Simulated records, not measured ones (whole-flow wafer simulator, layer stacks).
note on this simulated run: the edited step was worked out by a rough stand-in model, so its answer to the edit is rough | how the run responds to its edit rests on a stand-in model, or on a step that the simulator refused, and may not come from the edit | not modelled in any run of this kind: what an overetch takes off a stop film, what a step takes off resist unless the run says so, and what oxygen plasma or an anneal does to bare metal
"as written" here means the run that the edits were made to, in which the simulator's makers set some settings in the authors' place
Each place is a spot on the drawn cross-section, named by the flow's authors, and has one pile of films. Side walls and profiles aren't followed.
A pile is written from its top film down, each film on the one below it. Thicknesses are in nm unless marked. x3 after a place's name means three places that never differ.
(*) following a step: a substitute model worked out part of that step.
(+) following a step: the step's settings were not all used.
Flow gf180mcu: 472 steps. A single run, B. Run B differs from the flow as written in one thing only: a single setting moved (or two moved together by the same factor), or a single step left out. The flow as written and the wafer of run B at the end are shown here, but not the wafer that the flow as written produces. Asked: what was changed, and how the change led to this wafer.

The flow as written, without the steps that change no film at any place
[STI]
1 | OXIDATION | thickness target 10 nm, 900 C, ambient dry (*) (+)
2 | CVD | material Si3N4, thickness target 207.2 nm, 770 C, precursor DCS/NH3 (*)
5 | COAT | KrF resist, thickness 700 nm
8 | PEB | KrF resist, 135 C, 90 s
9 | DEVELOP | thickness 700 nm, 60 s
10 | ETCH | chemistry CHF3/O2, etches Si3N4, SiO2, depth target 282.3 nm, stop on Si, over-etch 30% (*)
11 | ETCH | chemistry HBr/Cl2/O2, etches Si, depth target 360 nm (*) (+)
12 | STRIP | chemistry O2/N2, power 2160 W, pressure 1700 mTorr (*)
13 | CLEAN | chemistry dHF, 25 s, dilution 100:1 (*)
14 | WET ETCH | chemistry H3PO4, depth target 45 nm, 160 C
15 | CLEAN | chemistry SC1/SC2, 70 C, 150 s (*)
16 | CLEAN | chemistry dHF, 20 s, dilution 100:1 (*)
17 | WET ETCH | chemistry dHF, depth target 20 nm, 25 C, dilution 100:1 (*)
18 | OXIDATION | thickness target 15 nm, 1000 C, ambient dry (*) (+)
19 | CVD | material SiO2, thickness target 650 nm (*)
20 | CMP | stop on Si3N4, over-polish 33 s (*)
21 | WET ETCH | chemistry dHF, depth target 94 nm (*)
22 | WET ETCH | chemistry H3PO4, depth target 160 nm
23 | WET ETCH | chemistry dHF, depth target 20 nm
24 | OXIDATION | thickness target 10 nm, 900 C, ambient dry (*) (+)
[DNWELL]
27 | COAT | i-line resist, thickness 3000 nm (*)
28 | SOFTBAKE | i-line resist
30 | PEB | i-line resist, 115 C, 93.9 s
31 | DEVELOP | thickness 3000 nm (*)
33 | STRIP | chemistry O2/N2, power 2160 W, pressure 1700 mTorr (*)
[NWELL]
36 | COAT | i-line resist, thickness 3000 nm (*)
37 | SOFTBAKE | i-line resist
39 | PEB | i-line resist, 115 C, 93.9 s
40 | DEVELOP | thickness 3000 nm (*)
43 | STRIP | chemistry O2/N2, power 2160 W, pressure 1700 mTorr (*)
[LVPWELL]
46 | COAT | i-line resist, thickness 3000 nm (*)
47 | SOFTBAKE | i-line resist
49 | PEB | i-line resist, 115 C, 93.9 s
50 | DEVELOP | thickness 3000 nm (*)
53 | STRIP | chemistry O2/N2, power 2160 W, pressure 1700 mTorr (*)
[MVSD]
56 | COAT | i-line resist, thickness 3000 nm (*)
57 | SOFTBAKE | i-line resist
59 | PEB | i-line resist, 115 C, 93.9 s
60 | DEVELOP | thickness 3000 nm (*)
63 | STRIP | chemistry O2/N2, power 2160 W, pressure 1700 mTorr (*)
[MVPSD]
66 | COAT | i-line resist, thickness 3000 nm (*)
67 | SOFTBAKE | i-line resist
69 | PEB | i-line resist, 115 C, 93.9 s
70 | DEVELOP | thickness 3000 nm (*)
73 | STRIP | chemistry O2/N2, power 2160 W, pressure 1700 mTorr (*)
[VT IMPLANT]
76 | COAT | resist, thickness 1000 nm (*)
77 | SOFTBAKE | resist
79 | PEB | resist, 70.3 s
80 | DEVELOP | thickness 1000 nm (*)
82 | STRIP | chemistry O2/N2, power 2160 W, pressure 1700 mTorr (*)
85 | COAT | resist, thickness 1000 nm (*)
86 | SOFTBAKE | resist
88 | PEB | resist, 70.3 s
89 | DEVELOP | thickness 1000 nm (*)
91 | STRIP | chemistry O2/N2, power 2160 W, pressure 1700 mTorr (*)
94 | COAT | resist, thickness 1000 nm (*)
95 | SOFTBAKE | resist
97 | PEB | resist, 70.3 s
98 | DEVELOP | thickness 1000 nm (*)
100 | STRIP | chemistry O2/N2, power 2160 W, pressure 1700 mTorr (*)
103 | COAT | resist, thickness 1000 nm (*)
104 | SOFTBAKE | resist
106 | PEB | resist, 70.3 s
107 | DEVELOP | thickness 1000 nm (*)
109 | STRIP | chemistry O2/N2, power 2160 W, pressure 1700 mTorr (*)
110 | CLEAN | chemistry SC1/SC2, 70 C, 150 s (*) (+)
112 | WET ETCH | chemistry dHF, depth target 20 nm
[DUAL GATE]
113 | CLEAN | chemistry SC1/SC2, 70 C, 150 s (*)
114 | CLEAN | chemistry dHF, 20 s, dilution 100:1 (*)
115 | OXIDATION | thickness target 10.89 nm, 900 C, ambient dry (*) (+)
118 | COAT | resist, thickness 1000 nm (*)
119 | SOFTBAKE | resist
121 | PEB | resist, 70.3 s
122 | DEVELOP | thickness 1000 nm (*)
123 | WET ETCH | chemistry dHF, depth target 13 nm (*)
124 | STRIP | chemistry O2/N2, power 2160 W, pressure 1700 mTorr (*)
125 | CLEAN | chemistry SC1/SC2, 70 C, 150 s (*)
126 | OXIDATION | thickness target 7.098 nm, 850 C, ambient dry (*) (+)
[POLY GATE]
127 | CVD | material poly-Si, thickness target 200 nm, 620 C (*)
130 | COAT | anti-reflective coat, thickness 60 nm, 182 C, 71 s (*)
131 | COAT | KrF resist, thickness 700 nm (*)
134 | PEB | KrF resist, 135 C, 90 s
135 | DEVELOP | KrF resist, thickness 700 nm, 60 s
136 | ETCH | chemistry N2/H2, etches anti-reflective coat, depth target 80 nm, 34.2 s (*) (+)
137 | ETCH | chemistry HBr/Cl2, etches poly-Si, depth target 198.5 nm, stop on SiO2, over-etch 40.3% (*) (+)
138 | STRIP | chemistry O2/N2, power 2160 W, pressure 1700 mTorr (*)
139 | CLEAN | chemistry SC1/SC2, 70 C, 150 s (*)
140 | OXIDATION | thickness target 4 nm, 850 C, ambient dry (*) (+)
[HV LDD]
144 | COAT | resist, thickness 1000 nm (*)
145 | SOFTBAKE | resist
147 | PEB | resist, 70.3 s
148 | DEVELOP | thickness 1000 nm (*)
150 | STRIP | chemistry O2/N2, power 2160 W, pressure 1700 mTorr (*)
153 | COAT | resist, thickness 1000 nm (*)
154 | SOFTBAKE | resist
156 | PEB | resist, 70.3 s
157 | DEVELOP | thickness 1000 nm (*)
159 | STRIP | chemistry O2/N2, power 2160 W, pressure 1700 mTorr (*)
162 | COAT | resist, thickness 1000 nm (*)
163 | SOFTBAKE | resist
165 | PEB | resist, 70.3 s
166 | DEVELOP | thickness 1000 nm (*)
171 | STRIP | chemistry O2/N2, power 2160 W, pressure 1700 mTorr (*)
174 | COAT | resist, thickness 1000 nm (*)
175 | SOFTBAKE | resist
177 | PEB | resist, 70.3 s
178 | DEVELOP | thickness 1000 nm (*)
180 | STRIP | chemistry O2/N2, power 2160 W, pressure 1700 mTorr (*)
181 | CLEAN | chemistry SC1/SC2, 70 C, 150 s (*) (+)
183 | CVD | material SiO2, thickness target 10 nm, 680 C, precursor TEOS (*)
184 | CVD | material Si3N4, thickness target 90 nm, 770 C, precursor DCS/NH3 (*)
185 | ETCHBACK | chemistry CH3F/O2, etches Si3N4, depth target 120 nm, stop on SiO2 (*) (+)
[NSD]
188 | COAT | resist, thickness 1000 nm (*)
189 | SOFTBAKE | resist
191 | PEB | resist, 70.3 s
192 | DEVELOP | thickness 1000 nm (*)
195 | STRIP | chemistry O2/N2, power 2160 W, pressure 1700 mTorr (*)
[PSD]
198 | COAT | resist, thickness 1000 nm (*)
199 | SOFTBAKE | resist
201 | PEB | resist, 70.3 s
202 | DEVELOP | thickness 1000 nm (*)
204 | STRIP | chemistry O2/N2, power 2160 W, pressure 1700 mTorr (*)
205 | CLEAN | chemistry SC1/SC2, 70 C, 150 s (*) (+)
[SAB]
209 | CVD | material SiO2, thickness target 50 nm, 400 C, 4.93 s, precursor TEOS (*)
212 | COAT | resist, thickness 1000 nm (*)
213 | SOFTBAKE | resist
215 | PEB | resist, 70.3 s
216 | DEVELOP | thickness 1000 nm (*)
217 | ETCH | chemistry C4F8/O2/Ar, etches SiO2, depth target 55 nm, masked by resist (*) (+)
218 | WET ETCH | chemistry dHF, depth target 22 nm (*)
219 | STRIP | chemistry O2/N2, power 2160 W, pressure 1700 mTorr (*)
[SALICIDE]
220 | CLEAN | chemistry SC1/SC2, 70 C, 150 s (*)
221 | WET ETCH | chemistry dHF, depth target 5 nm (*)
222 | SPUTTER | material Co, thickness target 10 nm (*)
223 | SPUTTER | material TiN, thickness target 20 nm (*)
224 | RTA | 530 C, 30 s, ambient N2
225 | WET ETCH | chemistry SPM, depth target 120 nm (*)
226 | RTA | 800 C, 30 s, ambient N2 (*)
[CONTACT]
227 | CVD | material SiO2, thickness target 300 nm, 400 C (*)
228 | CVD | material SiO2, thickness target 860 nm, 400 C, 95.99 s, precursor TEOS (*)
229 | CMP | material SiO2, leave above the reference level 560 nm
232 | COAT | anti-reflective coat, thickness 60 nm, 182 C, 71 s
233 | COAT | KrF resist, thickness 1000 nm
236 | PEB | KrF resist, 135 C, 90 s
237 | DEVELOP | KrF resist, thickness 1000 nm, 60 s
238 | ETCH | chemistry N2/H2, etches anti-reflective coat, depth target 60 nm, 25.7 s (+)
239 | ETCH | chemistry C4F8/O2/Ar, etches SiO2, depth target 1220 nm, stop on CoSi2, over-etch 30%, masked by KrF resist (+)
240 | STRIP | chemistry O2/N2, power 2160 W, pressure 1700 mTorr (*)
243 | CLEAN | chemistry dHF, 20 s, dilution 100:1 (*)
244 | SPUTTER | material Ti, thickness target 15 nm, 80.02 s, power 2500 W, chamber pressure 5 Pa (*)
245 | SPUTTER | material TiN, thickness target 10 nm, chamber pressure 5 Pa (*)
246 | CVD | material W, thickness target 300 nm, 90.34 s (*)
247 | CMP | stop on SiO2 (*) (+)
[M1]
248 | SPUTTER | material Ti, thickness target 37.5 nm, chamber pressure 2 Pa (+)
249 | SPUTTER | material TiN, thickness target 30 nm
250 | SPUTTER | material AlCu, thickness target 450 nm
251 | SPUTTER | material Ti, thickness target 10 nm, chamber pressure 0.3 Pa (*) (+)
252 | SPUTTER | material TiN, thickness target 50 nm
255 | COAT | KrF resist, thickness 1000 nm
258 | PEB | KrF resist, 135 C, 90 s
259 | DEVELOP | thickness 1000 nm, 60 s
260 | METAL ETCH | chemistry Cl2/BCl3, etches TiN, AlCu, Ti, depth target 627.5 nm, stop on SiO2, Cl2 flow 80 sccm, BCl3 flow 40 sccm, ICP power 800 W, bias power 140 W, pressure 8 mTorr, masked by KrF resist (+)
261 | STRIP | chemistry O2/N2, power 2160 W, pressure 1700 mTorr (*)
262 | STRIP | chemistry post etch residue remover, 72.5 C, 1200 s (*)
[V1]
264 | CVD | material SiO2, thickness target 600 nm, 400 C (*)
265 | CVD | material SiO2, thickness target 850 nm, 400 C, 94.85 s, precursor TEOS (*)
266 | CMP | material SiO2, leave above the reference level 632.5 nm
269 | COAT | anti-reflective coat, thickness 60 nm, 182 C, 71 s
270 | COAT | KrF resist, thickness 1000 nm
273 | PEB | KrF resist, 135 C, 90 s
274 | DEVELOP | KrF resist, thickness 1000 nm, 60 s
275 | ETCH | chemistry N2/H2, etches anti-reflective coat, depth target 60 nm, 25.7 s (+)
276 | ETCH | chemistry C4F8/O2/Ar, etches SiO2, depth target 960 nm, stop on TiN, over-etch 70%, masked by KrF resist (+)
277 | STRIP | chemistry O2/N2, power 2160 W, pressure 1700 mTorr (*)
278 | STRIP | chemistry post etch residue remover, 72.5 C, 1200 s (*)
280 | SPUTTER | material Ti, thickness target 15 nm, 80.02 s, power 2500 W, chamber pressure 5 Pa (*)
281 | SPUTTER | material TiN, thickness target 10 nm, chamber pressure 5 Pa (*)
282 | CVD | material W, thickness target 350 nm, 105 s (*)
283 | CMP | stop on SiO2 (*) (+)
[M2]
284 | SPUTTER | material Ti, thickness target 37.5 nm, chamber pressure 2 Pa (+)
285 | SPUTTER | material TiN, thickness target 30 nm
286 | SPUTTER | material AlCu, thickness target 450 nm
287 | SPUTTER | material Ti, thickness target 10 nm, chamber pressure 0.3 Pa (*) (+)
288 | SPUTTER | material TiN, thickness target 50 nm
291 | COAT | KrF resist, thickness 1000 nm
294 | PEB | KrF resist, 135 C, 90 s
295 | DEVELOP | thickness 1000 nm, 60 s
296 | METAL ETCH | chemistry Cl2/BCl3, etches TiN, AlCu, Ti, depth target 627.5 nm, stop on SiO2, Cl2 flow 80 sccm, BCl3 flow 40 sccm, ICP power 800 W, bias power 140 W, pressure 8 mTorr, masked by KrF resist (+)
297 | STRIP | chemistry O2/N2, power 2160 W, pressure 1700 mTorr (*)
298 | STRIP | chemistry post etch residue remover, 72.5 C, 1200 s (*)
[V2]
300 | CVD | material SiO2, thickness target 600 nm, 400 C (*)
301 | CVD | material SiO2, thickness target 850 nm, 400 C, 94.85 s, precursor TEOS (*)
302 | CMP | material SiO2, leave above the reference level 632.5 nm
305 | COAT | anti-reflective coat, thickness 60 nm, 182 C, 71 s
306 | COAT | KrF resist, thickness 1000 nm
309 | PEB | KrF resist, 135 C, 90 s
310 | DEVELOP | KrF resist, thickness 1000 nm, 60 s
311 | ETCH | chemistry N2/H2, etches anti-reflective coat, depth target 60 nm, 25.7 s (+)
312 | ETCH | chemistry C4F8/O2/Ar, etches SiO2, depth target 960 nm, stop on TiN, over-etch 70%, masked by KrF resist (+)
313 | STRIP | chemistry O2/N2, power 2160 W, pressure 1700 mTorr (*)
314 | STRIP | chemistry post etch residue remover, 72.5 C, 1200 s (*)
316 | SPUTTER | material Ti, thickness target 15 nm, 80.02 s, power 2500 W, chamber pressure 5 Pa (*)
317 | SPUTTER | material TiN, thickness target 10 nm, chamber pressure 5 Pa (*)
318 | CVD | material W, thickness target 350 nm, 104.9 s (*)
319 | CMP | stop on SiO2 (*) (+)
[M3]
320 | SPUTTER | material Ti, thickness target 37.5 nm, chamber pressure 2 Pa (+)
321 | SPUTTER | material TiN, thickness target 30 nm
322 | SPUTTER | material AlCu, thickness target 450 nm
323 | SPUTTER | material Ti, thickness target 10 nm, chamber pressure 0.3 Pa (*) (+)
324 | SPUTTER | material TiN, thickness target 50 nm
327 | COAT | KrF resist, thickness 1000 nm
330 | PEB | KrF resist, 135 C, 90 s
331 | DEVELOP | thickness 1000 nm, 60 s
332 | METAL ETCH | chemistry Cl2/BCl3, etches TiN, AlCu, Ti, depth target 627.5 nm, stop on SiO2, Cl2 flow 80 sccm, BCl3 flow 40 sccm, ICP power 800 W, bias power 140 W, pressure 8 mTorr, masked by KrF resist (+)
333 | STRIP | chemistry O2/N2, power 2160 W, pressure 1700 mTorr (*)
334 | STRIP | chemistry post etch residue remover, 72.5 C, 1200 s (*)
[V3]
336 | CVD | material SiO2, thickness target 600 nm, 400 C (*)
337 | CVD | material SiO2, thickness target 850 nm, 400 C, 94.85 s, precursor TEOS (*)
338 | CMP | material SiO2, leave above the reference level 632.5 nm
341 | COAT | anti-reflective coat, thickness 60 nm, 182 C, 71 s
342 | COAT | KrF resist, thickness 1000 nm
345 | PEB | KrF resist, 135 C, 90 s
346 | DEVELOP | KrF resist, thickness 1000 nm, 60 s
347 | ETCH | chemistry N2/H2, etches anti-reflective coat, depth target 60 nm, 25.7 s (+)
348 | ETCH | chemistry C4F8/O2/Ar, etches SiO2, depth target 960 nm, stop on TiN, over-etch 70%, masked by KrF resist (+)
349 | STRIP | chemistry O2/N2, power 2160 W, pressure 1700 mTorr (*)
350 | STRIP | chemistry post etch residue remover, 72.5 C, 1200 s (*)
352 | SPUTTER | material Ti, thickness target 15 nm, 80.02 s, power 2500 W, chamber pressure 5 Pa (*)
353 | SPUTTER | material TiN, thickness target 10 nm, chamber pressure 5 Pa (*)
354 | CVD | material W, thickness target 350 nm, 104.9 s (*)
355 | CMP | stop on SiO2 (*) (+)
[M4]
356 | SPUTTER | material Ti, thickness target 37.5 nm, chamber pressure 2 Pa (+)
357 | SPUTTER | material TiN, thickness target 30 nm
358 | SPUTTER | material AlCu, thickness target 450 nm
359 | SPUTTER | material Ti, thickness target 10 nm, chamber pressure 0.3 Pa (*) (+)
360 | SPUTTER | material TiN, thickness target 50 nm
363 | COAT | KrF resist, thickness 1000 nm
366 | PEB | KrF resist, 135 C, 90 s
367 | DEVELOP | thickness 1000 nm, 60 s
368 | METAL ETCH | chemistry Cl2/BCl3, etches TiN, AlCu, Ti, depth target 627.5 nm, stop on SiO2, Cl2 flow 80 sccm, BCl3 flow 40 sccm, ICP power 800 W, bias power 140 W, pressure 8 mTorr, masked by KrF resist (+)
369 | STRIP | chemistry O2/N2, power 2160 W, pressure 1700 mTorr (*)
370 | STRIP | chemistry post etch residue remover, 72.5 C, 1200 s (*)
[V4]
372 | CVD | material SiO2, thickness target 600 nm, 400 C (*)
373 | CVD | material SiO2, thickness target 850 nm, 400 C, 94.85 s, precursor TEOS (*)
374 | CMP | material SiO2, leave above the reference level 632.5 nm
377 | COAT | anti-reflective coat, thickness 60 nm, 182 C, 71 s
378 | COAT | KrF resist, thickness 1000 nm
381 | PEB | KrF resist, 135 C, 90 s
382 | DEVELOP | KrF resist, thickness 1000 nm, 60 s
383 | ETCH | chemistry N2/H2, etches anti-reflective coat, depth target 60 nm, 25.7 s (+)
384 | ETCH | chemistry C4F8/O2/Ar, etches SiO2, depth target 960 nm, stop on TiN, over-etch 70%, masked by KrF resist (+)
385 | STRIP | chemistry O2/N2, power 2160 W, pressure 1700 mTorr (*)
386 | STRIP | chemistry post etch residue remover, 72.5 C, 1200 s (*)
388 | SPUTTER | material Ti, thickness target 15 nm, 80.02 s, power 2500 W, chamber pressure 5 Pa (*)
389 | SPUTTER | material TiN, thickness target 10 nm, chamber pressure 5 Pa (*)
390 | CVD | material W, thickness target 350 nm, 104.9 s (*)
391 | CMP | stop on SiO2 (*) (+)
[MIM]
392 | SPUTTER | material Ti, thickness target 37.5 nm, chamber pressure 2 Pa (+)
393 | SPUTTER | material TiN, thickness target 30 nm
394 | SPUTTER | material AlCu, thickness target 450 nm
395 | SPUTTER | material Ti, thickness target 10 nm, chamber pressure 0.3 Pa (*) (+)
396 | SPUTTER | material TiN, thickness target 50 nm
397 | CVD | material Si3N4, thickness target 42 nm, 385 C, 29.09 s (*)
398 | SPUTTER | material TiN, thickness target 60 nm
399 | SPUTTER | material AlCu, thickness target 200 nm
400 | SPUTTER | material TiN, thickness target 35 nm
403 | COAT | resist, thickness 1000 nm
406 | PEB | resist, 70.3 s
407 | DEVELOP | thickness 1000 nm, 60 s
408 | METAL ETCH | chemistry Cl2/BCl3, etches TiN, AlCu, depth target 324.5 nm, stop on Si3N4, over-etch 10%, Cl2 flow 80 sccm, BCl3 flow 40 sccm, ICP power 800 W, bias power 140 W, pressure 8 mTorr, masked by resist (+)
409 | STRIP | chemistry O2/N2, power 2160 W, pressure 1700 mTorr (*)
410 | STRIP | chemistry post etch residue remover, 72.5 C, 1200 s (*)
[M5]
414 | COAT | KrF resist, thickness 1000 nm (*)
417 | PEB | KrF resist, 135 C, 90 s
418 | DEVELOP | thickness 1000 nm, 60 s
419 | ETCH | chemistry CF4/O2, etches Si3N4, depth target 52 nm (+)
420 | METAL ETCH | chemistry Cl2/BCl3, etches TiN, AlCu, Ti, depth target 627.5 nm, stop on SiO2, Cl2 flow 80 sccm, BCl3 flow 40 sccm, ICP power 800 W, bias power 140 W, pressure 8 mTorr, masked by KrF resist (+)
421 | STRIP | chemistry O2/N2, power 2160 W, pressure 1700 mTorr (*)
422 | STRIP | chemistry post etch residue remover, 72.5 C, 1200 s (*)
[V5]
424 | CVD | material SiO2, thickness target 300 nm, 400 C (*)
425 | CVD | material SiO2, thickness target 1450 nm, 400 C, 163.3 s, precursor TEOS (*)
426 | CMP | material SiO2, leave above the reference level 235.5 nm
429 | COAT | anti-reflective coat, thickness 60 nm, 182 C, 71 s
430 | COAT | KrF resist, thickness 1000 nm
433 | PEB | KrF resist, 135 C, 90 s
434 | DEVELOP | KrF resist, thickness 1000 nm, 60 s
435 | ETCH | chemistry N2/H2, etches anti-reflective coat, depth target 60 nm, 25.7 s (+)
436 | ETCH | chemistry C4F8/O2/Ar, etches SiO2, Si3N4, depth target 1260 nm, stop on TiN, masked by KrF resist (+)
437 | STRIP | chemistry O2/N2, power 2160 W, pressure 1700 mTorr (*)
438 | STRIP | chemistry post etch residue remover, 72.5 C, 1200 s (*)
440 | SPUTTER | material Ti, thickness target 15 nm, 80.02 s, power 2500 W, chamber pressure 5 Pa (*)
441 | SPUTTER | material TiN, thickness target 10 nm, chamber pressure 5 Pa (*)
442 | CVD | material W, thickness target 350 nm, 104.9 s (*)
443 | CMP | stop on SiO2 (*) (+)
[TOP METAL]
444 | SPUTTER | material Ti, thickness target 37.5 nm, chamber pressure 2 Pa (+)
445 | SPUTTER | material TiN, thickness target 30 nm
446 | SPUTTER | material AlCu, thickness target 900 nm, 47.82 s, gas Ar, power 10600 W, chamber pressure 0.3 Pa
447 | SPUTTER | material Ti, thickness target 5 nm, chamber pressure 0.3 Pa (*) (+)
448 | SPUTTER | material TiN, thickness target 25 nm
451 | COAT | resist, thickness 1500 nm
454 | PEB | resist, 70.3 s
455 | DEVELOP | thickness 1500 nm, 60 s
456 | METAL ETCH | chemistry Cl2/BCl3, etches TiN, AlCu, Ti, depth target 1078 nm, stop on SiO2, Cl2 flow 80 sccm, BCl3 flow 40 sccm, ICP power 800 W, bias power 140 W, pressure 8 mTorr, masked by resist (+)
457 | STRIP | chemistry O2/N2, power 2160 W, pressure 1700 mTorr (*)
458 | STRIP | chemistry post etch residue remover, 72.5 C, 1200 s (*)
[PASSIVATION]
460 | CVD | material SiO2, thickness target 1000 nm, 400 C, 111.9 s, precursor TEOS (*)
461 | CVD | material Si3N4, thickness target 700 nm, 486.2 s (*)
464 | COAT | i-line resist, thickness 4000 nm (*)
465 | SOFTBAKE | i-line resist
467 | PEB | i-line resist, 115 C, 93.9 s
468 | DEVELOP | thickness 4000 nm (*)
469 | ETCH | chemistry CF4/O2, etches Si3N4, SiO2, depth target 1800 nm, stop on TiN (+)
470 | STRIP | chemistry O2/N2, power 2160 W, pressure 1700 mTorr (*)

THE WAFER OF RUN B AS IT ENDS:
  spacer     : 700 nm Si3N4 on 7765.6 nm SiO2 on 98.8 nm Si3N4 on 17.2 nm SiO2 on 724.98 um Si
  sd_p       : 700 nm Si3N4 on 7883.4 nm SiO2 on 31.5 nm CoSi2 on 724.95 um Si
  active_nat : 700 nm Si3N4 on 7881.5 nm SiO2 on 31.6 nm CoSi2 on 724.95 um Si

Cause: step 184, CVD: thickness target 103 nm was run, while the flow as written has thickness target 90 nm.

How this came from the change, step by step:
  184 | CVD | material Si3N4, thickness target 90 nm, 770 C, precursor DCS/NH3 (*)
      field, field__w1, field__w2 and 101 more: +103 Si3N4 (new film) (as written it would have been: +90 Si3N4 (new film))
  185 | ETCHBACK | chemistry CH3F/O2, etches Si3N4, depth target 120 nm, stop on SiO2 (*) (+)
      field, field__w1, field__w2 and 100 more: -103 Si3N4 (all of it), -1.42 SiO2 (as written it would have been: -90 Si3N4 (all of it), -2.5 SiO2)
  189 | SOFTBAKE | resist
      field__w9: -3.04 resist (as written it would have been: +6.92 resist)
      nw_enc_fld_lv__w3: -1.73 resist (as written it would have been: +2.11 resist)
  199 | SOFTBAKE | resist
      field__w9: -3.04 resist (as written it would have been: +6.92 resist)
      nw_enc_fld_lv__w3: -1.73 resist (as written it would have been: +2.11 resist)
  209 | CVD | material SiO2, thickness target 50 nm, 400 C, 4.93 s, precursor TEOS (*)
      ld_drift_p: +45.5 SiO2 (as written it would have been: +46.7 SiO2)
      ld_drn_p: +44.8 SiO2 (as written it would have been: +46 SiO2)
  218 | WET ETCH | chemistry dHF, depth target 22 nm (*)
      gate, gate_hv, gate_p and 23 more: -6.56 SiO2 (all of it) (as written it would have been: -5.48 SiO2 (all of it))
      active, p_well, sd_n, iso_ptap_pw, iso_ntap_nw, iso_ptap_sub, vpnp_e: -10.1 SiO2 (all of it) (as written it would have been: -9.01 SiO2 (all of it))
      (also at 15 further places)
  223 | SPUTTER | material TiN, thickness target 20 nm (*)
      field__w2: +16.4 TiN (new film) (as written it would have been: +17 TiN (new film))
      field__w3: +15.1 TiN (new film) (as written it would have been: +15.7 TiN (new film))
      (also at 1 further place)
  225 | WET ETCH | chemistry SPM, depth target 120 nm (*)
      field__w2: -16.4 TiN (all of it), -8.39 Co (all of it) (as written it would have been: -17 TiN (all of it), -8.65 Co (all of it))
      field__w3: -15.1 TiN (all of it), -7.74 Co (all of it) (as written it would have been: -15.7 TiN (all of it), -8.06 Co (all of it))
      (also at 1 further place)
  226 | RTA | 800 C, 30 s, ambient N2 (*)
      ld_drn_p: +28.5 CoSi2 (new film), -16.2 CoSi (all of it), -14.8 Si (as written it would have been: +29.4 CoSi2 (new film), -16.7 CoSi (all of it), -15.2 Si)
  229 | CMP | material SiO2, leave above the reference level 560 nm
      spacer: -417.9 SiO2 (as written it would have been: -404.9 SiO2)
